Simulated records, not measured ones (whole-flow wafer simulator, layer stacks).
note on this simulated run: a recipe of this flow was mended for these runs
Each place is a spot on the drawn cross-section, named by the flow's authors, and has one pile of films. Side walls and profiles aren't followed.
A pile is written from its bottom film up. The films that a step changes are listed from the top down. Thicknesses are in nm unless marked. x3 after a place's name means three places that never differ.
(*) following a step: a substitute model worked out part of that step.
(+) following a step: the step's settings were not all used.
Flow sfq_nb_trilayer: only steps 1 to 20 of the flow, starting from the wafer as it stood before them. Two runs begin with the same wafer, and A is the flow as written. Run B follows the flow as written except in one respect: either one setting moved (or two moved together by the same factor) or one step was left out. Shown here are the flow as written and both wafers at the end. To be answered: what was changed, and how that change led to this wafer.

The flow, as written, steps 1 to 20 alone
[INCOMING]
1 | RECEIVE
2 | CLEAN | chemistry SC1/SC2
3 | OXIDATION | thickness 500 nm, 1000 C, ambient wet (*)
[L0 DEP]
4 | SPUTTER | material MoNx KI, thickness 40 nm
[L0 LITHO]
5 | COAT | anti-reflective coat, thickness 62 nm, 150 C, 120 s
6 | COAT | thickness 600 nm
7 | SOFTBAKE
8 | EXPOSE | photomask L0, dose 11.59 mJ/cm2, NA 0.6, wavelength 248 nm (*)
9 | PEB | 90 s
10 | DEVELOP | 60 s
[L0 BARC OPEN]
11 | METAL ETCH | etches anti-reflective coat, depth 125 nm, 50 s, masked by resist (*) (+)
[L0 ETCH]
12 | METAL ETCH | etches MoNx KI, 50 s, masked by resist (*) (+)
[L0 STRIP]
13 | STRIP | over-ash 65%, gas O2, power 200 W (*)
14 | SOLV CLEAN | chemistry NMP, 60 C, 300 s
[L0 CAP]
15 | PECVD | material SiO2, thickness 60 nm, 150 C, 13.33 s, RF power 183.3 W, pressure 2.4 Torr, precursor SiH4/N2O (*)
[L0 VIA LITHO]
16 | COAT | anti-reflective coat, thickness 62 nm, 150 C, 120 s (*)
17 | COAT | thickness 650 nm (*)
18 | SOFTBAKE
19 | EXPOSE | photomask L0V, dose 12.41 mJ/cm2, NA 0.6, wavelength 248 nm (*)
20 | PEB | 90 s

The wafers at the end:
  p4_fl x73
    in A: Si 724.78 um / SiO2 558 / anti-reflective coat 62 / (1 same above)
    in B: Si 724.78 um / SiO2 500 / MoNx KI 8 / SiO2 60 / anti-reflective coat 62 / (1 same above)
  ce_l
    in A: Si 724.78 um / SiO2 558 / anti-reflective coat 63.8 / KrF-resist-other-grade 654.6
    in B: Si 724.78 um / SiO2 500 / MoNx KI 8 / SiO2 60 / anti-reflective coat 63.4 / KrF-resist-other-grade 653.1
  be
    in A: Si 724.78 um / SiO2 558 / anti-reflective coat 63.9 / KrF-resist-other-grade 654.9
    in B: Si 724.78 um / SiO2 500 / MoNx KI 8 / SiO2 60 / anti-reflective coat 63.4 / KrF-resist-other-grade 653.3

Cause: step 12, METAL ETCH: 32 s was run, while the flow as written has 50 s.

How this came from the change, step by step:
  12 | METAL ETCH | etches MoNx KI, 50 s, masked by resist (*) (+)
      v_sur, via_wl, via_w and 97 more: A MoNx KI loses 40 (all of it), SiO2 loses 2 | B MoNx KI loses 32
      field_l, l0_sur, l0v, l0r_line_l, l0r_line_c, l0r_line_r: A KrF-resist-other-grade loses 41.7 | B KrF-resist-other-grade loses 26.7
  13 | STRIP | over-ash 65%, gas O2, power 200 W (*)
      field_l, l0_sur, l0v, l0r_line_l, l0r_line_c, l0r_line_r: A KrF-resist-other-grade loses 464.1 (all of it), anti-reflective coat loses 62 (all of it) | B KrF-resist-other-grade loses 479.1 (all of it), anti-reflective coat loses 62 (all of it)
  15 | PECVD | material SiO2, thickness 60 nm, 150 C, 13.33 s, RF power 183.3 W, pressure 2.4 Torr, precursor SiH4/N2O (*)
      v_sur, via_wl, via_w and 97 more: A SiO2 gains 60 | B SiO2 gains 60 (new film)
  16 | COAT | anti-reflective coat, thickness 62 nm, 150 C, 120 s (*)
      l0r_line_c, l0r_line_r: A anti-reflective coat gains 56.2 (new film) | B anti-reflective coat gains 57.4 (new film)
      field_l: A anti-reflective coat gains 50 (new film) | B anti-reflective coat gains 52.6 (new film)
      (and at 6 other places as well)
With metal films that touch counted as one body, p4_fl x73 has 1 body; the flow as written gives 0 bodies.
With metal films that touch counted as one body, ce_l has 1 body; the flow as written gives 0 bodies.
With metal films that touch counted as one body, be has 1 body; the flow as written gives 0 bodies.
